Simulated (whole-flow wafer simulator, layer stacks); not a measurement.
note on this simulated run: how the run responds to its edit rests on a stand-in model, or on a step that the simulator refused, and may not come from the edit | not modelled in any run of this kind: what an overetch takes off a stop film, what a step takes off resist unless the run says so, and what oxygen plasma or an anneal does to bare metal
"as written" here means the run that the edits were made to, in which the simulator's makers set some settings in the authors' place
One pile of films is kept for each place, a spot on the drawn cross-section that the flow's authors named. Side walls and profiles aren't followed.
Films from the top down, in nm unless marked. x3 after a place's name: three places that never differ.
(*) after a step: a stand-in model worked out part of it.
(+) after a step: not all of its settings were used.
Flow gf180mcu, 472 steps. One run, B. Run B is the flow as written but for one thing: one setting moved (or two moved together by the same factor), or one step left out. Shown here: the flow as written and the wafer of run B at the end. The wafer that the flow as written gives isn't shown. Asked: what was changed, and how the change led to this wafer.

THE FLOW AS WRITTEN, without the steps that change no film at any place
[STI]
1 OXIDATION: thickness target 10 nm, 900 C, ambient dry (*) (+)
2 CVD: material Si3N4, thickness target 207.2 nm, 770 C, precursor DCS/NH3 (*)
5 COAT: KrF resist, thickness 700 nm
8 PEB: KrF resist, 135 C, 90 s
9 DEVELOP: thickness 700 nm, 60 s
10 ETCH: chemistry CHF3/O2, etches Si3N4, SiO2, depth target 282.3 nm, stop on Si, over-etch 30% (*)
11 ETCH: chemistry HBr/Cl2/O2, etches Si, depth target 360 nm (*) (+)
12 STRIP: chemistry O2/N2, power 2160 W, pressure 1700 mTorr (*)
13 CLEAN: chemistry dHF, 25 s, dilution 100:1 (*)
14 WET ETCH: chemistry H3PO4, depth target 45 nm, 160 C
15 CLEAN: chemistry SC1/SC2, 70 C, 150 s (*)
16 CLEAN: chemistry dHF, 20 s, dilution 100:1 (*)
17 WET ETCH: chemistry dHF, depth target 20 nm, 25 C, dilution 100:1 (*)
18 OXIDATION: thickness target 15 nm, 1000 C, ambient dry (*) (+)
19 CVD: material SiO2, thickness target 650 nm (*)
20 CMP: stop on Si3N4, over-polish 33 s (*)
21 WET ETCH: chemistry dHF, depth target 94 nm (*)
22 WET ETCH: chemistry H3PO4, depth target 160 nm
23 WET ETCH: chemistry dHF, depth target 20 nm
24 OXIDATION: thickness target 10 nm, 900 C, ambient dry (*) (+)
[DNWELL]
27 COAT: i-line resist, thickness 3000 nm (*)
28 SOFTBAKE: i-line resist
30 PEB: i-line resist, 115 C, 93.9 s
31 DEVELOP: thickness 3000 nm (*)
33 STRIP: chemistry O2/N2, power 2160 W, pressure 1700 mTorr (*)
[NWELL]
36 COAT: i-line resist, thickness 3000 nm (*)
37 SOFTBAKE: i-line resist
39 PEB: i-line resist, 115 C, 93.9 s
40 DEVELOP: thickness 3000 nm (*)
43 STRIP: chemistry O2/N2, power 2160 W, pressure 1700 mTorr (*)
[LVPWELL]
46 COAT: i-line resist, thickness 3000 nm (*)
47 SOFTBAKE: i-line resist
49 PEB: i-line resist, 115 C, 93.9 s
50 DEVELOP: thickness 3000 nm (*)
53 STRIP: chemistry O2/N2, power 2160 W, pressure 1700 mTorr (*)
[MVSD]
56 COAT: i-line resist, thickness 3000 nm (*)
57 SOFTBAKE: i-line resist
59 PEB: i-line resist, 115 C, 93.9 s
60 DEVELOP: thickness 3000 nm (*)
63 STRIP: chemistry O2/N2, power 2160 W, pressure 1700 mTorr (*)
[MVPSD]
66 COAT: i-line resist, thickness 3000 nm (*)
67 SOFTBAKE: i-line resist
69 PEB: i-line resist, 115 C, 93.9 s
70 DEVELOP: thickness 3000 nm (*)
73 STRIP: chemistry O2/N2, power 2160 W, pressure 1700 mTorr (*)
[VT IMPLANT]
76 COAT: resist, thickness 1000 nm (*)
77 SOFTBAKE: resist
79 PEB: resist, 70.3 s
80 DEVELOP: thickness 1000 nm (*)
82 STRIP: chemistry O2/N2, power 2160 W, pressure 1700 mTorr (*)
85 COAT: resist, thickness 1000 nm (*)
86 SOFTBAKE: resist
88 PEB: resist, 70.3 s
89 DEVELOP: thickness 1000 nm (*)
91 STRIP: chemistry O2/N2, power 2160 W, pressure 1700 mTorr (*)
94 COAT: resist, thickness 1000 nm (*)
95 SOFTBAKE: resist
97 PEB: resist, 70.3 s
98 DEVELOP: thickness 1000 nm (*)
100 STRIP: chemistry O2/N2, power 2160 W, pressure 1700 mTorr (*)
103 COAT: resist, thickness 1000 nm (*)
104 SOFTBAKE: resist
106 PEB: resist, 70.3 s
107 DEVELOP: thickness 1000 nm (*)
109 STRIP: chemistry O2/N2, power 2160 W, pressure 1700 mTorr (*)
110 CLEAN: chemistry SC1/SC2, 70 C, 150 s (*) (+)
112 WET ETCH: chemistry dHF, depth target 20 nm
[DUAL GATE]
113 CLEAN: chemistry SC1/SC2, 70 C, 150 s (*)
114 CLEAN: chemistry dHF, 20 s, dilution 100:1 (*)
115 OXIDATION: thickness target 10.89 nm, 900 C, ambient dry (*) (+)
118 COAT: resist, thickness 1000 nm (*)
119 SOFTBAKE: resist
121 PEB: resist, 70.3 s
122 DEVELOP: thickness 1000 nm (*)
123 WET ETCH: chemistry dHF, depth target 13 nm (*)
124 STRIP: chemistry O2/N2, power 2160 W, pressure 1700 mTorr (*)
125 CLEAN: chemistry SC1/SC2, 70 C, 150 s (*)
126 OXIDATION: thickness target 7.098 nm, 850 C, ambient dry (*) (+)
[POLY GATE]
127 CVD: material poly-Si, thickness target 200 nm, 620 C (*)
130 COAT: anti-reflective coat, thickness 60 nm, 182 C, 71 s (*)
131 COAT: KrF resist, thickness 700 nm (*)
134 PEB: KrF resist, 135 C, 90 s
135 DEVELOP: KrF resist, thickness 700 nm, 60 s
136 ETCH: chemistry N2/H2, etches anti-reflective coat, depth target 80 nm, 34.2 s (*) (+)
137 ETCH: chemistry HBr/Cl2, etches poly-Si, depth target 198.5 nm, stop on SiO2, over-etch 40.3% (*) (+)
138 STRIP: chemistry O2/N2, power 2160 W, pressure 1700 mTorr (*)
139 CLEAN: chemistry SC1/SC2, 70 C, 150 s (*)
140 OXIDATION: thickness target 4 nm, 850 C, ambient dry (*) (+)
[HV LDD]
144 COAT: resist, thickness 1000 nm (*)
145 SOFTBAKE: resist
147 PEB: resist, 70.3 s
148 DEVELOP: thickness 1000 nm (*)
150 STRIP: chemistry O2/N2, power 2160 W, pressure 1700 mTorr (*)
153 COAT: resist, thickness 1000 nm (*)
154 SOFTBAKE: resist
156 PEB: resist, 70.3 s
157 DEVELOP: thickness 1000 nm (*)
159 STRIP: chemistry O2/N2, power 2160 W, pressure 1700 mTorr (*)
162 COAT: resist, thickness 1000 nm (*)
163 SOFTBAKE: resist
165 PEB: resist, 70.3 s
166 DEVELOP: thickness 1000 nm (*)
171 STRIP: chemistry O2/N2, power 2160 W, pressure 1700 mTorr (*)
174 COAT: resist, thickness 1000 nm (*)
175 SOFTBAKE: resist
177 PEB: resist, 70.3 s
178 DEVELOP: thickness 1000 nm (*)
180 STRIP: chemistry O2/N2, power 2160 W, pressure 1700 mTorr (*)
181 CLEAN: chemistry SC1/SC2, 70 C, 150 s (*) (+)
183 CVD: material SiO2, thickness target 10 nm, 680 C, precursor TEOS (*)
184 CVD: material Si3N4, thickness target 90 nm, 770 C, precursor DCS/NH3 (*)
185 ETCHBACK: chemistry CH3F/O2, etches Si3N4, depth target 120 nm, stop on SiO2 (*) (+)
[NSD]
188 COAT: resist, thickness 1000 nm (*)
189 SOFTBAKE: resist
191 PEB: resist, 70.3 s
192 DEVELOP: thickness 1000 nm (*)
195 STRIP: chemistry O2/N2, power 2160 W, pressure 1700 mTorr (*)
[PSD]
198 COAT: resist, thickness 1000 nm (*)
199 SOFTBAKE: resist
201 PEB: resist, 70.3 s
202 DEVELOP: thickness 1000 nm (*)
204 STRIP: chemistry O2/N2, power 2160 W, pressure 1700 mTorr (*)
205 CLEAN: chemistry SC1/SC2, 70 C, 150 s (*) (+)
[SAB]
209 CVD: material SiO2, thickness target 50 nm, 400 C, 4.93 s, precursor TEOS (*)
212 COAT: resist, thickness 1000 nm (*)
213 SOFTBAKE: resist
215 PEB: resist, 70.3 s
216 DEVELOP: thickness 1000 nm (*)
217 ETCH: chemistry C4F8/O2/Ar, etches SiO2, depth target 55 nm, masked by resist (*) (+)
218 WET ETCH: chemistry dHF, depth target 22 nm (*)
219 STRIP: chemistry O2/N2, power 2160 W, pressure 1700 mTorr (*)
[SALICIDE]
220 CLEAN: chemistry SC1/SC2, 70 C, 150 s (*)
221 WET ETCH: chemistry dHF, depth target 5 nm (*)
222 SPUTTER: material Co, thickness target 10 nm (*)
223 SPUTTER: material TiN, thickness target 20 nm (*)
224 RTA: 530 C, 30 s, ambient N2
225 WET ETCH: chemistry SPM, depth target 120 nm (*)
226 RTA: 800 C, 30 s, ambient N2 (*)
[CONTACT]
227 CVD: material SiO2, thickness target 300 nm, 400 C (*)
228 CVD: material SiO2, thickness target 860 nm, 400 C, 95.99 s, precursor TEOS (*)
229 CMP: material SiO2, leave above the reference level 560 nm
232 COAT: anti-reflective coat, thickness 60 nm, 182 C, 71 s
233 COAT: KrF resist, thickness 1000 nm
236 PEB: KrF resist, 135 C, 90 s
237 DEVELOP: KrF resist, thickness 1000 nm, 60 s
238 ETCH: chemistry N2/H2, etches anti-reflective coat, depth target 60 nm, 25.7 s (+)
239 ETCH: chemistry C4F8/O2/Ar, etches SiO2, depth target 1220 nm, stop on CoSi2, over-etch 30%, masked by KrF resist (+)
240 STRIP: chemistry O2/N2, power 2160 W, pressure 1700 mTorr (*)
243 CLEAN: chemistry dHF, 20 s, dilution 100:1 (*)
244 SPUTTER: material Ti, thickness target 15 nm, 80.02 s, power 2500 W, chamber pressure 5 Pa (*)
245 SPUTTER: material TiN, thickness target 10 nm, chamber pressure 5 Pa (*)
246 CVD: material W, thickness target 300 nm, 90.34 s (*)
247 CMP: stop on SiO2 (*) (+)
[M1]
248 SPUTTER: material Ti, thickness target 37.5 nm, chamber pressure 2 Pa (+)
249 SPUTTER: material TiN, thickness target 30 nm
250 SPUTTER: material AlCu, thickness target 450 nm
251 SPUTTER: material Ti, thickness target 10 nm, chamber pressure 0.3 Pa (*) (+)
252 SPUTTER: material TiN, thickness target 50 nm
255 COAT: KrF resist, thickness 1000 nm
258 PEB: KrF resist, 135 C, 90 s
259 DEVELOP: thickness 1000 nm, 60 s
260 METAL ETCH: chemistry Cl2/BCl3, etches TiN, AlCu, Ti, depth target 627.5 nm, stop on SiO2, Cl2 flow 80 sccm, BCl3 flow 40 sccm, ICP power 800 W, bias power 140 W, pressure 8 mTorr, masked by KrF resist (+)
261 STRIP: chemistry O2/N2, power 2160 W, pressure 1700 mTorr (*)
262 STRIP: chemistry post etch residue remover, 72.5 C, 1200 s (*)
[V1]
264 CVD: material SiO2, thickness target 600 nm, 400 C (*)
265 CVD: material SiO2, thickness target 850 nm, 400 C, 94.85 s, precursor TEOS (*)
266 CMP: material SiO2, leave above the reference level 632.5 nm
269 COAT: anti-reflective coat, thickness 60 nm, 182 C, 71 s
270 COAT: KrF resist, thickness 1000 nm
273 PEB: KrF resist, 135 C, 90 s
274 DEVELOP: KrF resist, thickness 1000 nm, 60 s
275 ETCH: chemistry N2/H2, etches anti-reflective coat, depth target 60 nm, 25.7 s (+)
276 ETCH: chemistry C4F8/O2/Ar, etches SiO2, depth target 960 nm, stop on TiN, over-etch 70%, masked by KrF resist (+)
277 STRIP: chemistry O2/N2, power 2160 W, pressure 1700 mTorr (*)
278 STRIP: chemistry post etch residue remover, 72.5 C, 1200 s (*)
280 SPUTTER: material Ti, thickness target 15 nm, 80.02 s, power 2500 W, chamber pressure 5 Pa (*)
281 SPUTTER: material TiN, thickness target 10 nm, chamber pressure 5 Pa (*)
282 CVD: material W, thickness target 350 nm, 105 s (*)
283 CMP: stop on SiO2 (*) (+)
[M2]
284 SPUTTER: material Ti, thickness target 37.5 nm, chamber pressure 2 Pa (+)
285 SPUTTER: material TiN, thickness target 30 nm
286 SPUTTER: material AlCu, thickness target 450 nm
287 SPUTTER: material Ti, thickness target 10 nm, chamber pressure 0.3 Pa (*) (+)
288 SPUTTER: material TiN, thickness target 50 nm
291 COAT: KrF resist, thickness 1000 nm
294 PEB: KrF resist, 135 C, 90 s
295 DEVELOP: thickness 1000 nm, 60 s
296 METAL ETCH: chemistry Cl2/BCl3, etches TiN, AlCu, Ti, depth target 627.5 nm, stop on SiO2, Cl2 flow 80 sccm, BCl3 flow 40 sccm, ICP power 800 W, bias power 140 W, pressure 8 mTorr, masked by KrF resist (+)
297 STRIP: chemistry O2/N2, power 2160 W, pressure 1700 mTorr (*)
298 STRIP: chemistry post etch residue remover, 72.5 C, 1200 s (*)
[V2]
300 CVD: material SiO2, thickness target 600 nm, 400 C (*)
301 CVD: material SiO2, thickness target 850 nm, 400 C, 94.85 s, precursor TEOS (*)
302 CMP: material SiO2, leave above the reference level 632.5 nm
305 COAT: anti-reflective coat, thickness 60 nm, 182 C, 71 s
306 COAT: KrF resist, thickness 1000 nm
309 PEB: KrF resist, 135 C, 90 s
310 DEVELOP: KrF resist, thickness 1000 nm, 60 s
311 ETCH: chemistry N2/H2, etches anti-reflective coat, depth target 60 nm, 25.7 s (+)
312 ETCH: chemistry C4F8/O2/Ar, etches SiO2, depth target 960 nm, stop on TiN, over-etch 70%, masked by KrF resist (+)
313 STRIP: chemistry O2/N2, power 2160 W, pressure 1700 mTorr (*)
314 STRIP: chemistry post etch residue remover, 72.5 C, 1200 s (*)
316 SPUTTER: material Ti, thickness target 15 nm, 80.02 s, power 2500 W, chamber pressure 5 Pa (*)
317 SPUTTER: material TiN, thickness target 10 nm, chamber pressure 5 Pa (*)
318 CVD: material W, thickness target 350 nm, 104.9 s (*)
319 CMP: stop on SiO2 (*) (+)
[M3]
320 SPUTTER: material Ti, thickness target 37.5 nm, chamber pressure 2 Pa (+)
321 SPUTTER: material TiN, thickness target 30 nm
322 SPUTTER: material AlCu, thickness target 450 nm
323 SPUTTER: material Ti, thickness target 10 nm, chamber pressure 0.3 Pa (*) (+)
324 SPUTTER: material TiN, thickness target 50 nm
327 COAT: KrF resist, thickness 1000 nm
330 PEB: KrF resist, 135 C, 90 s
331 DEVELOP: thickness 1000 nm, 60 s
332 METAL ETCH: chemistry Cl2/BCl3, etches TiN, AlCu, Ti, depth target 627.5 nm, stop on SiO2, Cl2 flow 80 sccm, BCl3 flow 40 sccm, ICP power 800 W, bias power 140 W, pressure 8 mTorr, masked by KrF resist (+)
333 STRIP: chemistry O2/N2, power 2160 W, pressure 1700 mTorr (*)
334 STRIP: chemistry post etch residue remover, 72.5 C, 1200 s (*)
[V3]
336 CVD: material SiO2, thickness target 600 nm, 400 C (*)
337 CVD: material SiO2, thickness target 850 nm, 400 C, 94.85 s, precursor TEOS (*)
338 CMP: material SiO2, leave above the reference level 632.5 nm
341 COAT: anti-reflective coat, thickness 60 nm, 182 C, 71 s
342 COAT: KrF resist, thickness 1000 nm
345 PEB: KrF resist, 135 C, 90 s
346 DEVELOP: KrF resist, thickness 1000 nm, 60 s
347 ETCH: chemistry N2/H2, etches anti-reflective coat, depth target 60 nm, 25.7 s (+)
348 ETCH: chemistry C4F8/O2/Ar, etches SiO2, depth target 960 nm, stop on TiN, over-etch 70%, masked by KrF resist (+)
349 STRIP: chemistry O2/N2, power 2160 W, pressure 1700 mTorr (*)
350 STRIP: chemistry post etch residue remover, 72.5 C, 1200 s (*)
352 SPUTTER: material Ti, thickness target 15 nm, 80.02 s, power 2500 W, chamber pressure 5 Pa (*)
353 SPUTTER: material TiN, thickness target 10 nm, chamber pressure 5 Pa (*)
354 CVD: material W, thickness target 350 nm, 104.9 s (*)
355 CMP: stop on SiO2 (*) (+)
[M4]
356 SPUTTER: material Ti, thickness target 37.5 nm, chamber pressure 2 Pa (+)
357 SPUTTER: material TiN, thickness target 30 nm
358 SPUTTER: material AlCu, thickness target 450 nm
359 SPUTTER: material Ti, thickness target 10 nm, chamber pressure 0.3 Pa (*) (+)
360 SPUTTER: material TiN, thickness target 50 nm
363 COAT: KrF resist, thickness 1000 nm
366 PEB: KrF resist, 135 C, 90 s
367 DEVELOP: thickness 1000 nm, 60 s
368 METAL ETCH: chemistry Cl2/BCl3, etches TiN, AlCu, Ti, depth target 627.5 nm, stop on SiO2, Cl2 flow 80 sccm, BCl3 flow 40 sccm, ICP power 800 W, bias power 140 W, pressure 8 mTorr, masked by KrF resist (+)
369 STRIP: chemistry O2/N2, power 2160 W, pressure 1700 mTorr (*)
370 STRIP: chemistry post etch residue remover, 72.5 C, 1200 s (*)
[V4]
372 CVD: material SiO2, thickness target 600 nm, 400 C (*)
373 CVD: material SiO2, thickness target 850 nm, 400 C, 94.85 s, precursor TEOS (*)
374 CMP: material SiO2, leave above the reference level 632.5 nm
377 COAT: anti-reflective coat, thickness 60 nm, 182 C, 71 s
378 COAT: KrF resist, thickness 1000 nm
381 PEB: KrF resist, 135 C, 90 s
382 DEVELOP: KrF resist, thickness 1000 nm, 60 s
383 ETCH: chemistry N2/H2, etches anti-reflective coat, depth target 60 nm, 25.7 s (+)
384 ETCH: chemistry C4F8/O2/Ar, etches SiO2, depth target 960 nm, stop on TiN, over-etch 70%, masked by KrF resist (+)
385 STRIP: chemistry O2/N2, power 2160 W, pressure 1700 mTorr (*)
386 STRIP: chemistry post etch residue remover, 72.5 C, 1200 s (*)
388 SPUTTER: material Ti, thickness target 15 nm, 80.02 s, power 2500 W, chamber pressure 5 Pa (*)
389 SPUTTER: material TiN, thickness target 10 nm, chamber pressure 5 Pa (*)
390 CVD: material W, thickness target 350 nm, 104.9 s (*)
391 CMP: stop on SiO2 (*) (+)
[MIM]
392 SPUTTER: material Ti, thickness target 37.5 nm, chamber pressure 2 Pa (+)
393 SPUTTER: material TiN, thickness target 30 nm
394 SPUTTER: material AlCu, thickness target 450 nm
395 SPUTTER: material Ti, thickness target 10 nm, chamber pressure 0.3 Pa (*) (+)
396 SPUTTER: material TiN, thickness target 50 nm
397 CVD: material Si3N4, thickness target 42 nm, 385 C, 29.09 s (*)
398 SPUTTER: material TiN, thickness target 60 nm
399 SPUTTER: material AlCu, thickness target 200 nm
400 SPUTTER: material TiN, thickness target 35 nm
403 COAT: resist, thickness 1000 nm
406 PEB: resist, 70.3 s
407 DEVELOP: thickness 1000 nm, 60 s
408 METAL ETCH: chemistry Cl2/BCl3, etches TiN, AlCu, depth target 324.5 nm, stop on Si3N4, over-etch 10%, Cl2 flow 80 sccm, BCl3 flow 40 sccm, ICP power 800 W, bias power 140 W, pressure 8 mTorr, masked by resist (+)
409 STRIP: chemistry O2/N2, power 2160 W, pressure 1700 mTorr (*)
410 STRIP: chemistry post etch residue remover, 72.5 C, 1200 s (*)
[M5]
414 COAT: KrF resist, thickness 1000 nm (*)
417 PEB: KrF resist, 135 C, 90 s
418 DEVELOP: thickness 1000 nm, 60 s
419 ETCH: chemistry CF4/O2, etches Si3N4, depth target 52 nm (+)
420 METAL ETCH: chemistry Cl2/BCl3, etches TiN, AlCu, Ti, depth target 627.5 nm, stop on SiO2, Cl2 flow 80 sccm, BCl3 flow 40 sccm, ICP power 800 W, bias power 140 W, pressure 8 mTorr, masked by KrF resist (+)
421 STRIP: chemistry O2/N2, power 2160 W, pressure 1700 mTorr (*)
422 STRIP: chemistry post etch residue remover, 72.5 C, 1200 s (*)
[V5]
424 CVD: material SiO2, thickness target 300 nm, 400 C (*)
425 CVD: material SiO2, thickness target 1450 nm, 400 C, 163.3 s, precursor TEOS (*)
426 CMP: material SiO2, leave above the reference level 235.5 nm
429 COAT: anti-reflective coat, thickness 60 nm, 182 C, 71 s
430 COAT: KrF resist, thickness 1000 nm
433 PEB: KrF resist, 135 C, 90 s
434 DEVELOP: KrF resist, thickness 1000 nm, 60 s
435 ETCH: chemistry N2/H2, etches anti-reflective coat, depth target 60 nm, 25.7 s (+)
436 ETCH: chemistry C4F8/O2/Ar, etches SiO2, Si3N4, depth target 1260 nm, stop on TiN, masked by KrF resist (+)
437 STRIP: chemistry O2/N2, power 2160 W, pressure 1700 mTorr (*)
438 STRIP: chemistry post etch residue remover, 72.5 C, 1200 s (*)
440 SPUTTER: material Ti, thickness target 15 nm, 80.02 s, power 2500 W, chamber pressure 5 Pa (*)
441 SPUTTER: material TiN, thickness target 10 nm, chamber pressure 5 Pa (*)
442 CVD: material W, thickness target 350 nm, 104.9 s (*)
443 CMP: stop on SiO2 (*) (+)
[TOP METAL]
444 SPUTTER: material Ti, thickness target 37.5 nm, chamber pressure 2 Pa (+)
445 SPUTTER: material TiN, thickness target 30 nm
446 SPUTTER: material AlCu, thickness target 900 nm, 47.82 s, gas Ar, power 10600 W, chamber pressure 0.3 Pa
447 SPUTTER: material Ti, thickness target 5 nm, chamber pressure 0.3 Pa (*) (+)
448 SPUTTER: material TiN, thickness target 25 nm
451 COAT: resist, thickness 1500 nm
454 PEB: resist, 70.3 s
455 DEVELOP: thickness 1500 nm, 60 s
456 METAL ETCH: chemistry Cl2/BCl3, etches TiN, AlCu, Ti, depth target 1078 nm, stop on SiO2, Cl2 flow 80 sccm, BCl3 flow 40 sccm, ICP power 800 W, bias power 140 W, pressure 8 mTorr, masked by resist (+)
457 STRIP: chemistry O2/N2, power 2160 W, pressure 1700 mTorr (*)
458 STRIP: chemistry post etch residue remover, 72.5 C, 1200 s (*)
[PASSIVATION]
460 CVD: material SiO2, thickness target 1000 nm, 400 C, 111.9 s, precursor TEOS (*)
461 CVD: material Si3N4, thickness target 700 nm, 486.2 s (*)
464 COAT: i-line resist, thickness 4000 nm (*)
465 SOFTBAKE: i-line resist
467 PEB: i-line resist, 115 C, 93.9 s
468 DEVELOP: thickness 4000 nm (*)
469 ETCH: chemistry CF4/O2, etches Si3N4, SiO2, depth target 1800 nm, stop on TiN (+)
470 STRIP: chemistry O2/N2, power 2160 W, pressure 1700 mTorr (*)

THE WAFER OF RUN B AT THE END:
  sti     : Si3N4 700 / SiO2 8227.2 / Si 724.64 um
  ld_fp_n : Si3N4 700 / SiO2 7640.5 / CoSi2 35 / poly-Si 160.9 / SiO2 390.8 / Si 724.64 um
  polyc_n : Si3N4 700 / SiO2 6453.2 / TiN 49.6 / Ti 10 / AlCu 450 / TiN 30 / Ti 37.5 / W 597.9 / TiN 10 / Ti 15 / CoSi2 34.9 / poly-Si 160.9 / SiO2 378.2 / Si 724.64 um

The cause: step 112, WET ETCH: depth target 11 nm was run, where the flow has depth target 20 nm.

How the change led to this, step by step:
  112 WET ETCH: chemistry dHF, depth target 20 nm
      field, field__w2, field__w3 and 43 more: SiO2 -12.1 (as written it would be: SiO2 -22)
  119 SOFTBAKE: resist
      gate_p_hv: resist +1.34 (as written it would be: resist +0.83)
  130 COAT: anti-reflective coat, thickness 60 nm, 182 C, 71 s (*)
      p_well, spacer, sd_n: anti-reflective coat +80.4 (new film) (as written it would be: anti-reflective coat +70.9 (new film))
      ldn_acc, ldp_acc: anti-reflective coat +70.7 (new film) (as written it would be: anti-reflective coat +66.9 (new film))
      (and at 67 more places)
  136 ETCH: chemistry N2/H2, etches anti-reflective coat, depth target 80 nm, 34.2 s (*) (+)
      p_well, spacer, sd_n: anti-reflective coat -80.4 (all of it), poly-Si -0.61 (as written it would be: anti-reflective coat -70.9 (all of it), poly-Si -0.85)
      ldn_dft, ldp_dft: anti-reflective coat -44.4 (all of it), poly-Si -1.53 (as written it would be: anti-reflective coat -48.7 (all of it), poly-Si -1.42)
      (and at 46 more places)
  138 STRIP: chemistry O2/N2, power 2160 W, pressure 1700 mTorr (*)
      gate: chemical SiO2 +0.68 (new film), KrF resist -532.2 (all of it), anti-reflective coat -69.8 (all of it), poly-Si -0.3 (as written it would be: chemical SiO2 +0.68 (new film), KrF resist -531.7 (all of it), anti-reflective coat -65.5 (all of it), poly-Si -0.3)
      gate_hv: chemical SiO2 +0.68 (new film), KrF resist -530.4 (all of it), anti-reflective coat -62.6 (all of it), poly-Si -0.3 (as written it would be: chemical SiO2 +0.68 (new film), KrF resist -528.4 (all of it), anti-reflective coat -61 (all of it), poly-Si -0.3)
      (and at 19 more places)
  145 SOFTBAKE: resist
      gate_p_hv: resist -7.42 (as written it would be: resist -7.98)
  154 SOFTBAKE: resist
      gate_p_hv: resist -7.42 (as written it would be: resist -7.98)
  163 SOFTBAKE: resist
      gate_p_hv: resist -7.42 (as written it would be: resist -7.98)
  175 SOFTBAKE: resist
      gate_p_hv: resist -7.42 (as written it would be: resist -7.98)
  189 SOFTBAKE: resist
      active_hv: resist -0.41 (as written it would be: resist +2.68)
      active_nat: resist +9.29 (as written it would be: resist +5.49)
      (and at 1 more place)
  199 SOFTBAKE: resist
      active_hv: resist -0.41 (as written it would be: resist +2.68)
      active_nat: resist +9.29 (as written it would be: resist +5.49)
      (and at 1 more place)
  209 CVD: material SiO2, thickness target 50 nm, 400 C, 4.93 s, precursor TEOS (*)
      active: SiO2 +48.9 (as written it would be: SiO2 +50)
      ld_drn_p: SiO2 +45 (as written it would be: SiO2 +46)
  213 SOFTBAKE: resist
      gate_p_hv: resist -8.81 (as written it would be: resist -9.34)
  218 WET ETCH: chemistry dHF, depth target 22 nm (*)
      active: SiO2 -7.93 (all of it) (as written it would be: SiO2 -9.01 (all of it))
      sd_p: SiO2 -7.52 (all of it) (as written it would be: SiO2 -8.12 (all of it))
      (and at 1 more place)
  223 SPUTTER: material TiN, thickness target 20 nm (*)
      ld_sd_n: TiN +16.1 (new film) (as written it would be: TiN +15.5 (new film))
  225 WET ETCH: chemistry SPM, depth target 120 nm (*)
      ld_sd_n: TiN -16.1 (all of it) (as written it would be: TiN -15.5 (all of it))
  ... 1 more step ...
  229 CMP: material SiO2, leave above the reference level 560 nm
      ldn_sep__w1, ldn_sep__w2, ldn_dft and 8 more: SiO2 -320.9 (as written it would be: SiO2 -311)
      sti, mim_1p0, pad, dice_street, iso_nw_fld, iso_fld_sub: SiO2 -306.7 (as written it would be: SiO2 -296.8)
      (and at 40 more places)
